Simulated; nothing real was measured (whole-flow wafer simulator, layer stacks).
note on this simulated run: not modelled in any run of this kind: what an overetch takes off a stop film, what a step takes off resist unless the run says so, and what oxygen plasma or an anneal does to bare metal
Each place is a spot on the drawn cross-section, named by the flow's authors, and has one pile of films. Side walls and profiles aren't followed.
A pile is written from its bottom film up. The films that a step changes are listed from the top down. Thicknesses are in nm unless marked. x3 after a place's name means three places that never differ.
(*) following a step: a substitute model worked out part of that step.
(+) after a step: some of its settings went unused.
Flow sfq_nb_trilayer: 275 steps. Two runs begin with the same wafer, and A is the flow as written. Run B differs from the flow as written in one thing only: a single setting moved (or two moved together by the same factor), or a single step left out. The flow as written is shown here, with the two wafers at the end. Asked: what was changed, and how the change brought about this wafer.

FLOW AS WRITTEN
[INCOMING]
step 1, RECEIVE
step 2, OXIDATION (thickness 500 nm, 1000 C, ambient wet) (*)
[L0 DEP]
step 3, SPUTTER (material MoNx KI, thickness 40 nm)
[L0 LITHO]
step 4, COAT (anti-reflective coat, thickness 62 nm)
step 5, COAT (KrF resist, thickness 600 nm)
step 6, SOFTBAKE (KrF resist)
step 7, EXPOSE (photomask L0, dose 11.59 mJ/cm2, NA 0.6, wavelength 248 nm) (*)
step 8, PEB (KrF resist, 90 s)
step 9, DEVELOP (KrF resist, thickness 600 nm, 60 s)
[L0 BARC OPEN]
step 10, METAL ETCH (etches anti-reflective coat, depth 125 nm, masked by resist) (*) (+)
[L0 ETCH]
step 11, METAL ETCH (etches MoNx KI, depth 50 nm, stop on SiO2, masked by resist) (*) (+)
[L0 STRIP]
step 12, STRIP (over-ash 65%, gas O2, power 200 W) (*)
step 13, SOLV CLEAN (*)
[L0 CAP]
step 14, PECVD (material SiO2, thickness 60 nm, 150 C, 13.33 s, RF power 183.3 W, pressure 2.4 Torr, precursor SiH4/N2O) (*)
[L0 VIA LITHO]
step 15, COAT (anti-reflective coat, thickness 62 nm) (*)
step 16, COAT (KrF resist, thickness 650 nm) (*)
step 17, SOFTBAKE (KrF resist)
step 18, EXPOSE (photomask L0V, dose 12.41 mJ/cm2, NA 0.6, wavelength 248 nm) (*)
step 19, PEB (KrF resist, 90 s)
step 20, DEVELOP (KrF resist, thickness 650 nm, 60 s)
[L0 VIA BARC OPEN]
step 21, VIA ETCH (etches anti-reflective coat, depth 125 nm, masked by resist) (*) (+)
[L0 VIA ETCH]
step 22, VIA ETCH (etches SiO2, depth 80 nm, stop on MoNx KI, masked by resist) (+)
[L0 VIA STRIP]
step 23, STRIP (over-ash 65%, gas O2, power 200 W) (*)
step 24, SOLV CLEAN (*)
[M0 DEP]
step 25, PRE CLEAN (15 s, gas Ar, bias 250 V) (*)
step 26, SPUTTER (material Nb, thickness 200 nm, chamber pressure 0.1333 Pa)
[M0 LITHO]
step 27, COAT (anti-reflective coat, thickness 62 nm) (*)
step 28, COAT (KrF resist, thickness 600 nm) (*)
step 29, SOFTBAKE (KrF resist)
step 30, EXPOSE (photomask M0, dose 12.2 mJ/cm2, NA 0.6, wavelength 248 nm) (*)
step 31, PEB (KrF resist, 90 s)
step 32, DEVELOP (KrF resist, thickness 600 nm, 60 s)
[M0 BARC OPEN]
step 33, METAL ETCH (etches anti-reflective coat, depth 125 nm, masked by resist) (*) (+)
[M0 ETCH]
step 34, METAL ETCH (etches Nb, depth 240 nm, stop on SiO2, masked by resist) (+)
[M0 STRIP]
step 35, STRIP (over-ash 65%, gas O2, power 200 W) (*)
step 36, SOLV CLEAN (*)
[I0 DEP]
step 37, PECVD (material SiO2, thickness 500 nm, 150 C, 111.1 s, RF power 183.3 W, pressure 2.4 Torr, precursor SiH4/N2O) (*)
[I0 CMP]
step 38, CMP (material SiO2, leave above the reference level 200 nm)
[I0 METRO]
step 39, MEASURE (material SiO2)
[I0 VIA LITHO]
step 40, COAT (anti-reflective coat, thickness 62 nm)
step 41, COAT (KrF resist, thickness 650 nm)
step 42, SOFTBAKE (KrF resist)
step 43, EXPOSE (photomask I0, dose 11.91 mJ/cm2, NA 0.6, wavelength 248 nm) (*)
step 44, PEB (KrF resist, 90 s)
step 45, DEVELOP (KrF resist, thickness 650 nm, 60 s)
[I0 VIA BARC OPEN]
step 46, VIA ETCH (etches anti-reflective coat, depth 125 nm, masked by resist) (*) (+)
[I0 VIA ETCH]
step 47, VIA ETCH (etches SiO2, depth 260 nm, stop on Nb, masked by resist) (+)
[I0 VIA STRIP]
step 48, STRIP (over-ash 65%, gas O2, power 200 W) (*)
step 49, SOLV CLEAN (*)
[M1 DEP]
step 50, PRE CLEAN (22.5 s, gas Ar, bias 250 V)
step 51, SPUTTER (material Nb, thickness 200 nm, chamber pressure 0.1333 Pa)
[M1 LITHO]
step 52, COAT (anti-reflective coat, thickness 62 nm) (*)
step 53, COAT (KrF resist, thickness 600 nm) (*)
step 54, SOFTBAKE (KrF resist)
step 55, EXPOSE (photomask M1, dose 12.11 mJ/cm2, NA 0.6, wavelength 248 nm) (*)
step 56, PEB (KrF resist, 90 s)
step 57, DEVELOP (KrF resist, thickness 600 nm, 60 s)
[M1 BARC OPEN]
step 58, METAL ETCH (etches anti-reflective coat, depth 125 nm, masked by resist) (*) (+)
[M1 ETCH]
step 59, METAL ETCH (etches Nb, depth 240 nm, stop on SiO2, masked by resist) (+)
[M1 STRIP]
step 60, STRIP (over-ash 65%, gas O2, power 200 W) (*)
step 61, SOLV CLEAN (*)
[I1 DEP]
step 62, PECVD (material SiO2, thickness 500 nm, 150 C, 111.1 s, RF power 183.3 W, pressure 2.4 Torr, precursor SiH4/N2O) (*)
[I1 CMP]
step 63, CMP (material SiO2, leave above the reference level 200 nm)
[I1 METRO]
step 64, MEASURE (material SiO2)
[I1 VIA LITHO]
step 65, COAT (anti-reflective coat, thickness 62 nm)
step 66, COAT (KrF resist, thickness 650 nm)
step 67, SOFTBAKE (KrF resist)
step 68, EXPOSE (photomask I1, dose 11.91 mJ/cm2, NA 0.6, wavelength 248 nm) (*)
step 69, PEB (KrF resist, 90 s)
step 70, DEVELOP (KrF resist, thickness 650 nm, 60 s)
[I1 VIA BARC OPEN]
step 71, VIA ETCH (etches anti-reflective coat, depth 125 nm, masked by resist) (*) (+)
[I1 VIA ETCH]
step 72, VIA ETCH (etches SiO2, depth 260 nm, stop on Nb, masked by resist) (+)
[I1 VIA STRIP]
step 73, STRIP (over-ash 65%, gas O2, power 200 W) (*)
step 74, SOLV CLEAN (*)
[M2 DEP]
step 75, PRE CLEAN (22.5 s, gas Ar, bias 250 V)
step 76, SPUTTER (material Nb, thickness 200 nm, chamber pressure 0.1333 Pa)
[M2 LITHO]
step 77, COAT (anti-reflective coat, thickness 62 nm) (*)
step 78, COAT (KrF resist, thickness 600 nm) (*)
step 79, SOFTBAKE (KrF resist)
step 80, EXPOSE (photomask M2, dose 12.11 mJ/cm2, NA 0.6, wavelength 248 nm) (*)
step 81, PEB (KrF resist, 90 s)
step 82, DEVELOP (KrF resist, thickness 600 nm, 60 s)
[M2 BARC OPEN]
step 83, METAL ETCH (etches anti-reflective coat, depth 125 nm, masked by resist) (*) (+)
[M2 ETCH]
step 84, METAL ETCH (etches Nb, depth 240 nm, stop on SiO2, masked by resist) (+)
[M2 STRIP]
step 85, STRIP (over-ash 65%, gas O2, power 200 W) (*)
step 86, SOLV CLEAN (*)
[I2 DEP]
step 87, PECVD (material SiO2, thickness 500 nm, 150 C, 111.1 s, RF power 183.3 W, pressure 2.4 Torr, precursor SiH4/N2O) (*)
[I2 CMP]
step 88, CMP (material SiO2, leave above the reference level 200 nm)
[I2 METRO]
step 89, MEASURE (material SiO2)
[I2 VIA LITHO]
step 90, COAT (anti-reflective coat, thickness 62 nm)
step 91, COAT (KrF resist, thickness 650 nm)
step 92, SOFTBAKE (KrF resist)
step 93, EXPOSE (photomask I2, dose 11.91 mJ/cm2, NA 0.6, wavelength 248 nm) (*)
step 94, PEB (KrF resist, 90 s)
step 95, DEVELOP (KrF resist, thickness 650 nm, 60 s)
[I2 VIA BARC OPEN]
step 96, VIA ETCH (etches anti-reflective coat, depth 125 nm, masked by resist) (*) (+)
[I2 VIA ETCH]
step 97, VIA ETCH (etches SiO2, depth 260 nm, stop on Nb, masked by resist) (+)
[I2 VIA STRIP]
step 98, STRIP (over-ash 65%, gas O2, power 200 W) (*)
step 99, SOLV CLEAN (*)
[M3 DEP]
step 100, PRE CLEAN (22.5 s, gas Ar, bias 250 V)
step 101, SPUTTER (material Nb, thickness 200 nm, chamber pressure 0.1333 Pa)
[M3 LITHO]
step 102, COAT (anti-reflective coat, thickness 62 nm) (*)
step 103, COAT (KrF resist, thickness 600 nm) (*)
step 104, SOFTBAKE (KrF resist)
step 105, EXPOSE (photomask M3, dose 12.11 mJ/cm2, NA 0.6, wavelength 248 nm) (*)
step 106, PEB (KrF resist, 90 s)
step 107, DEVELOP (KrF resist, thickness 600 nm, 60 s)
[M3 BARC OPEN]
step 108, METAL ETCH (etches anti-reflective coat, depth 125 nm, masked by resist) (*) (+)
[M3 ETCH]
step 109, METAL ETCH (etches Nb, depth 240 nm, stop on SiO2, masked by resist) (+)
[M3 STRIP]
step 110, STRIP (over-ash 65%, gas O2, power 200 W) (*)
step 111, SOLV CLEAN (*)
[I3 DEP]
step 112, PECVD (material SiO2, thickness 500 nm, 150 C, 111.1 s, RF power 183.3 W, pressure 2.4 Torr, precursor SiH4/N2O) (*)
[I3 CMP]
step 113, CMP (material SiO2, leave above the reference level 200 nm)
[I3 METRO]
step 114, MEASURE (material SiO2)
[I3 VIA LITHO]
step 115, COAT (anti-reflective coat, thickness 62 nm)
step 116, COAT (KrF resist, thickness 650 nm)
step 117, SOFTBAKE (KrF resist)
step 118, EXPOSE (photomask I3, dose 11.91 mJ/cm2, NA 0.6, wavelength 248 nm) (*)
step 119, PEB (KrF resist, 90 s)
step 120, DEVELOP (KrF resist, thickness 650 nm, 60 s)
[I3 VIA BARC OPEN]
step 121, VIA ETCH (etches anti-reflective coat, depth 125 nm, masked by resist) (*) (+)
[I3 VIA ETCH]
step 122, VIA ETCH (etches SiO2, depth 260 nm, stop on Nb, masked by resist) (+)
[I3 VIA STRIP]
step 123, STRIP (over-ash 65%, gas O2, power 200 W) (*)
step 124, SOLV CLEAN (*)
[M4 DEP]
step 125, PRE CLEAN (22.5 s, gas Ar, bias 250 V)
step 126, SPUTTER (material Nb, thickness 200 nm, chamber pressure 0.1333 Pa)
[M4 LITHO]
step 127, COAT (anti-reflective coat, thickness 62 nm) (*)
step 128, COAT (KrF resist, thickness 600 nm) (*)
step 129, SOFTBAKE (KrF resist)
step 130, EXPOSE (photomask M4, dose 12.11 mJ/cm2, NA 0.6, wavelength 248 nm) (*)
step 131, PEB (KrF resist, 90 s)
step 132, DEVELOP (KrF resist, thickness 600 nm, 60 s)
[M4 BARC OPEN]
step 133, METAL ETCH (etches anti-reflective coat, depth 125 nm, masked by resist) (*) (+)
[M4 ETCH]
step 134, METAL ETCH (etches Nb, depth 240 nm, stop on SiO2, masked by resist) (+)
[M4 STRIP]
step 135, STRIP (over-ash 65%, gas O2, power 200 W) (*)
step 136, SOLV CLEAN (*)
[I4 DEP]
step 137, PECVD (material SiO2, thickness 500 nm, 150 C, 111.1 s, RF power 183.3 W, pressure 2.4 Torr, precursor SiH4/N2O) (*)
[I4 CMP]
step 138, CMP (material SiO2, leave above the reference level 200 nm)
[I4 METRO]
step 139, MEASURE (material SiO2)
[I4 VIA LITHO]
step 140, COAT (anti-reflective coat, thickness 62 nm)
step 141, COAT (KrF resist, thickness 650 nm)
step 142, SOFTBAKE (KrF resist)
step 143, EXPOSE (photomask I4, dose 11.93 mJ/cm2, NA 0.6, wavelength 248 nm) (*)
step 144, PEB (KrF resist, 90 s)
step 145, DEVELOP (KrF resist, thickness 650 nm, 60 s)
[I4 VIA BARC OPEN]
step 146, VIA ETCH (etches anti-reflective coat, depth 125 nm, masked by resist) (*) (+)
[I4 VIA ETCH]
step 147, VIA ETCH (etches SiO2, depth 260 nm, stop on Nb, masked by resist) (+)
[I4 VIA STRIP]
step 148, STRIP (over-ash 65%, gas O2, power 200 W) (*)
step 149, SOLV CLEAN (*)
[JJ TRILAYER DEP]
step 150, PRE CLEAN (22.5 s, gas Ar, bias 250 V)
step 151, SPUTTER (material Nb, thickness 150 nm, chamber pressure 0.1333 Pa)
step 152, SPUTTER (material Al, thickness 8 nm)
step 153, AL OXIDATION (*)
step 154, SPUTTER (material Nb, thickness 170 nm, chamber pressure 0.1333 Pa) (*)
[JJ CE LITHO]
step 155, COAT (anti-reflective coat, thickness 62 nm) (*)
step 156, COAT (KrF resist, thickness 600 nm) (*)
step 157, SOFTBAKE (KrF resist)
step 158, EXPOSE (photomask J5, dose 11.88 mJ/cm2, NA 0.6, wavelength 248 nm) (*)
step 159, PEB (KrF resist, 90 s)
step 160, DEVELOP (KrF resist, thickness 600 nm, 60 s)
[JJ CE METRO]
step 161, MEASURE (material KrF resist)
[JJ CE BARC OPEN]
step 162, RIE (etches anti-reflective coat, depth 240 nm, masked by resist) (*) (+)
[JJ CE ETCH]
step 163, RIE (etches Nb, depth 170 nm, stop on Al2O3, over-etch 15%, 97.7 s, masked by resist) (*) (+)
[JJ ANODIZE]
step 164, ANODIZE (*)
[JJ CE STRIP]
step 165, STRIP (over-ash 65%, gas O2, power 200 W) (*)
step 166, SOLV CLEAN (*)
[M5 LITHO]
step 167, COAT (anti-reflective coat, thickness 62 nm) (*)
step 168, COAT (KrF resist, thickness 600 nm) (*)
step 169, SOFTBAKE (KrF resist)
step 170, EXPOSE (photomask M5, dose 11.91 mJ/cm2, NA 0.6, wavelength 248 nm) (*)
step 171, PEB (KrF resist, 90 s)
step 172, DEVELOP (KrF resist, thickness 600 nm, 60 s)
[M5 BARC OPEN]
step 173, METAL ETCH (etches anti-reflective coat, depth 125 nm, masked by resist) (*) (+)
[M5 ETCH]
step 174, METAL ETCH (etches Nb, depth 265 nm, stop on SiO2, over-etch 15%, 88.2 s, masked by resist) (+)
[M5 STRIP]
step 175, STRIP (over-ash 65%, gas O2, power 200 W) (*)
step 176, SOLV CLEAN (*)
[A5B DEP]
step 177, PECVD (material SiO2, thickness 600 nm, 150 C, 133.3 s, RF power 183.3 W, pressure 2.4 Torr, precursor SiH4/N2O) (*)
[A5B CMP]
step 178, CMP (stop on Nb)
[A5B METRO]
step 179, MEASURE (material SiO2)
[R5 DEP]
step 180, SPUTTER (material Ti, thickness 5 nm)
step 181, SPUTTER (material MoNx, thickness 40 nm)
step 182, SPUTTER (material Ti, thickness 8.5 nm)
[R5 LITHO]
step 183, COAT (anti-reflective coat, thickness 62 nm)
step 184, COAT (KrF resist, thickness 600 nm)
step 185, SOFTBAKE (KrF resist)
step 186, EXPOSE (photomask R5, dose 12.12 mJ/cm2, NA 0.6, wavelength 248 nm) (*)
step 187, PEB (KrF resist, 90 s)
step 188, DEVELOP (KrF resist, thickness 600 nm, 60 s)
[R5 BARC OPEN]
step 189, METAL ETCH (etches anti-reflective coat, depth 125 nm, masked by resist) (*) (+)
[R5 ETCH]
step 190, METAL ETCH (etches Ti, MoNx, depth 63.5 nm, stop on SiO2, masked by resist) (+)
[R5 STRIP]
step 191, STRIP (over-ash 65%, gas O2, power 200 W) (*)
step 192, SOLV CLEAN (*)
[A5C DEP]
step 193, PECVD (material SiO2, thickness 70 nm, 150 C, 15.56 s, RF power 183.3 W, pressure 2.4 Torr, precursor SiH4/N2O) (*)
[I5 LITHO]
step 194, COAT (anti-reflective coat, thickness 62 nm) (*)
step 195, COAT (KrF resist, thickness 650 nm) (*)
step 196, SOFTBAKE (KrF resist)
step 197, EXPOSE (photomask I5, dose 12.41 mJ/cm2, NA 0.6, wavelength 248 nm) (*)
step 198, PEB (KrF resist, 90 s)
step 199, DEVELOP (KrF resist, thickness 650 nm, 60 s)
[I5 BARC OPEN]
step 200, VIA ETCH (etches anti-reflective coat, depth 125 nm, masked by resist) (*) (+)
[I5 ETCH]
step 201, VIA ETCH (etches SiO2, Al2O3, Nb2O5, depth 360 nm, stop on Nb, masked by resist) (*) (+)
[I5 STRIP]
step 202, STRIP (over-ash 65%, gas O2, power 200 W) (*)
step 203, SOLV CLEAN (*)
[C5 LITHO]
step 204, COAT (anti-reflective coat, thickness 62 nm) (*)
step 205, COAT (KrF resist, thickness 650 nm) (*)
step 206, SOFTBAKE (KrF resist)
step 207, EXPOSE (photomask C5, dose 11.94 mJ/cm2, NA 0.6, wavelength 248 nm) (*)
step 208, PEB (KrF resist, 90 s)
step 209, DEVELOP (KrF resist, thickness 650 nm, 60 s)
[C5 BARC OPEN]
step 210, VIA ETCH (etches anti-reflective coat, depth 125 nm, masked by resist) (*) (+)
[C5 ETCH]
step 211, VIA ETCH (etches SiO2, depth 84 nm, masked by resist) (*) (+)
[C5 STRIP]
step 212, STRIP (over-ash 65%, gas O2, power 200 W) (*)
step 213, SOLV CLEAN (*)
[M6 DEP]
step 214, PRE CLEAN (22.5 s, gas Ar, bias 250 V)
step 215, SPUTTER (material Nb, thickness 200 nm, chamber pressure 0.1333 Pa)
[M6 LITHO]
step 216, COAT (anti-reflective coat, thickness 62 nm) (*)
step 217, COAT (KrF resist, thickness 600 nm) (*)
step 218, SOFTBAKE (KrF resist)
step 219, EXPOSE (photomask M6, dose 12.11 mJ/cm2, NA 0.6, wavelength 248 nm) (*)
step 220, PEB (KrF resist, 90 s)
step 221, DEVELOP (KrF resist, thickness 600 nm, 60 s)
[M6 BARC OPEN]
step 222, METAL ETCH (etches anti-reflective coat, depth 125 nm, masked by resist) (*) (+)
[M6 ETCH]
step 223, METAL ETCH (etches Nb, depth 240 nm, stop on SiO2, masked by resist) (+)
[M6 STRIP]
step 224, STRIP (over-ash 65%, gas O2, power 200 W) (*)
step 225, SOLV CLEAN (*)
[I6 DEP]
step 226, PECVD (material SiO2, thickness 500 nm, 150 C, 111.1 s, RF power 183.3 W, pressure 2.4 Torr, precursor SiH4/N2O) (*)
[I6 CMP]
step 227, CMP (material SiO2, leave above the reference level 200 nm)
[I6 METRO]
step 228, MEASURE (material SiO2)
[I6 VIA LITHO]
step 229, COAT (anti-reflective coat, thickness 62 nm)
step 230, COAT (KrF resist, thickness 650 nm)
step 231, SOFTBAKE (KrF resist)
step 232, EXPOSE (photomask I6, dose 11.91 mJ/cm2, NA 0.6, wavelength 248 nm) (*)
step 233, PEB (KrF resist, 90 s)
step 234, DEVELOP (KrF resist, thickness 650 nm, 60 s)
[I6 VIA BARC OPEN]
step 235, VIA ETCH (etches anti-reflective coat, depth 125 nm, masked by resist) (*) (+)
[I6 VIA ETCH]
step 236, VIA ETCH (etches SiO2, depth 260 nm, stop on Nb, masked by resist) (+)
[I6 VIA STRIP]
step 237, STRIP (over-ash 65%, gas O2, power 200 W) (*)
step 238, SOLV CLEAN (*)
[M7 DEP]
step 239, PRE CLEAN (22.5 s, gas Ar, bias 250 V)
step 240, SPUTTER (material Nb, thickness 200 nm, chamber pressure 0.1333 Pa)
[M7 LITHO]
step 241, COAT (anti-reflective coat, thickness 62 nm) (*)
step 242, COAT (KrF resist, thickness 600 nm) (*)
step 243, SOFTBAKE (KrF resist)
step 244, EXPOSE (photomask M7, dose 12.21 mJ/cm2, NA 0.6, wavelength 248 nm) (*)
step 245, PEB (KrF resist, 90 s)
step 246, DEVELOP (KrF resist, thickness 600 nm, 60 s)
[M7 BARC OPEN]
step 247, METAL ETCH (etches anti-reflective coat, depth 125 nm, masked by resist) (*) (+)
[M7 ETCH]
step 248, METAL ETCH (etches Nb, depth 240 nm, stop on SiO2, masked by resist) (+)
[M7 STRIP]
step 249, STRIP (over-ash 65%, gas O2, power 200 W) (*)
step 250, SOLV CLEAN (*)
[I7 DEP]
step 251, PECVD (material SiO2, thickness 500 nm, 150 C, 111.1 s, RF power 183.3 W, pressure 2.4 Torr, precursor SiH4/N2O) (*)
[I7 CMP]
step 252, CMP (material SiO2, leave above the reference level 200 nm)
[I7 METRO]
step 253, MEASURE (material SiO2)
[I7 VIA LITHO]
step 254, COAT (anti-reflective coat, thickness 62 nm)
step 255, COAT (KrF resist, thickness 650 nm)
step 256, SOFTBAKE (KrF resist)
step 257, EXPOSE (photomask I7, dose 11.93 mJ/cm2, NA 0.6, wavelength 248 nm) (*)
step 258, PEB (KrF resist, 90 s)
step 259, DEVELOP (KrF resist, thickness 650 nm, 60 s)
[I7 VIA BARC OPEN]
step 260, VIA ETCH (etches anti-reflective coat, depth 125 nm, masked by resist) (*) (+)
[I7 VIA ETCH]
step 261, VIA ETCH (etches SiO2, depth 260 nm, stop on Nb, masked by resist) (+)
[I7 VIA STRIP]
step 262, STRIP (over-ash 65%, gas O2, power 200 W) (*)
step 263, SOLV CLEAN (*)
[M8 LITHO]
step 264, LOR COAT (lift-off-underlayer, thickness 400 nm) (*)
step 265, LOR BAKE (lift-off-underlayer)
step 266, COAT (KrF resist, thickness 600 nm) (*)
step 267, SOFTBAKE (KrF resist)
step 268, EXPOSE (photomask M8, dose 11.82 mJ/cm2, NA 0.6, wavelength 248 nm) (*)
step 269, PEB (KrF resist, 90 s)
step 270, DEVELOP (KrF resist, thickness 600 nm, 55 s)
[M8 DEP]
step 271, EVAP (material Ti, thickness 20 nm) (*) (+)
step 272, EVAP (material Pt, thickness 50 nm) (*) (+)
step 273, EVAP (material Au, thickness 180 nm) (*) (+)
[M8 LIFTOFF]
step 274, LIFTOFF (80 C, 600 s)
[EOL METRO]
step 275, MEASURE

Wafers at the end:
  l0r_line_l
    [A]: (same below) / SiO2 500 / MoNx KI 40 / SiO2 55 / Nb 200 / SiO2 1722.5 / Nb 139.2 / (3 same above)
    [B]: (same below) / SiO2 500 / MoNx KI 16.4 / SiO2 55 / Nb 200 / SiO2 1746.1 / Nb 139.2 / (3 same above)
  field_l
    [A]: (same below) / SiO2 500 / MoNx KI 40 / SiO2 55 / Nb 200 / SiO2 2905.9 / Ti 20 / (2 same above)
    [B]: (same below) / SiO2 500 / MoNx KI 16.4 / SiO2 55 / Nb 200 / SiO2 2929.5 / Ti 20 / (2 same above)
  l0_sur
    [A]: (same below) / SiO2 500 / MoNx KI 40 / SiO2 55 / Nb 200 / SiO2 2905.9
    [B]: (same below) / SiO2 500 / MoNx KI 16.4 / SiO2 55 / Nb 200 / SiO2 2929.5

Cause: step 3, SPUTTER: thickness 16.4 nm was run, though the flow has thickness 40 nm.
The wafer lets one read it off: l0r_line_l has MoNx KI 16.4, and step 3 as written asks for 40 nm.

How this came from the change, step by step:
  step 3, SPUTTER (material MoNx KI, thickness 40 nm)
      field_l, v_sur, via_wl and 103 more: A MoNx KI gains 40 (new film) | B MoNx KI gains 16.4 (new film)
  step 11, METAL ETCH (etches MoNx KI, depth 50 nm, stop on SiO2, masked by resist) (*) (+)
      v_sur, via_wl, via_w and 97 more: A MoNx KI loses 40 (all of it) | B MoNx KI loses 16.4 (all of it)
      field_l, l0_sur, l0v, l0r_line_l, l0r_line_c, l0r_line_r: A KrF resist loses 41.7 | B KrF resist loses 20.5
  step 12, STRIP (over-ash 65%, gas O2, power 200 W) (*)
      field_l, l0_sur, l0v, l0r_line_l, l0r_line_c, l0r_line_r: A KrF resist loses 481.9 (all of it), anti-reflective coat loses 62 (all of it) | B KrF resist loses 503.1 (all of it), anti-reflective coat loses 62 (all of it)
  step 15, COAT (anti-reflective coat, thickness 62 nm) (*)
      l0r_line_l, l0r_line_c, l0r_line_r: A anti-reflective coat gains 59 (new film) | B anti-reflective coat gains 60.6 (new film)
      via_wr, ln_m6: A anti-reflective coat gains 64.2 (new film) | B anti-reflective coat gains 62.9 (new film)
      (also at 6 further places)
  step 23, STRIP (over-ash 65%, gas O2, power 200 W) (*)
      l0r_line_l, l0r_line_c, l0r_line_r: A KrF resist loses 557 (all of it), anti-reflective coat loses 59 (all of it) | B KrF resist loses 558.6 (all of it), anti-reflective coat loses 60.6 (all of it)
      field_l: A KrF resist loses 551.4 (all of it), anti-reflective coat loses 56.7 (all of it) | B KrF resist loses 556.4 (all of it), anti-reflective coat loses 59.5 (all of it)
      (also at 7 further places)
  step 27, COAT (anti-reflective coat, thickness 62 nm) (*)
      lsp_m, ln_m6: A anti-reflective coat gains 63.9 (new film) | B anti-reflective coat gains 62.6 (new film)
      l0r_line_l, l0r_line_c: A anti-reflective coat gains 59 (new film) | B anti-reflective coat gains 60.6 (new film)
      (also at 8 further places)
  step 35, STRIP (over-ash 65%, gas O2, power 200 W) (*)
      l0r_line_l, l0r_line_c: A KrF resist loses 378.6 (all of it), anti-reflective coat loses 59 (all of it) | B KrF resist loses 380.8 (all of it), anti-reflective coat loses 60.6 (all of it)
      field_l: A KrF resist loses 372.9 (all of it), anti-reflective coat loses 56.9 (all of it) | B KrF resist loses 378.5 (all of it), anti-reflective coat loses 59.7 (all of it)
      (also at 9 further places)
  step 38, CMP (material SiO2, leave above the reference level 200 nm)
      field_l, l0_sur, l0r_line_l, l0r_line_c, l0r_line_r: A SiO2 loses 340 | B SiO2 loses 316.4
      l0v: A SiO2 loses 277.8 | B SiO2 loses 254.2
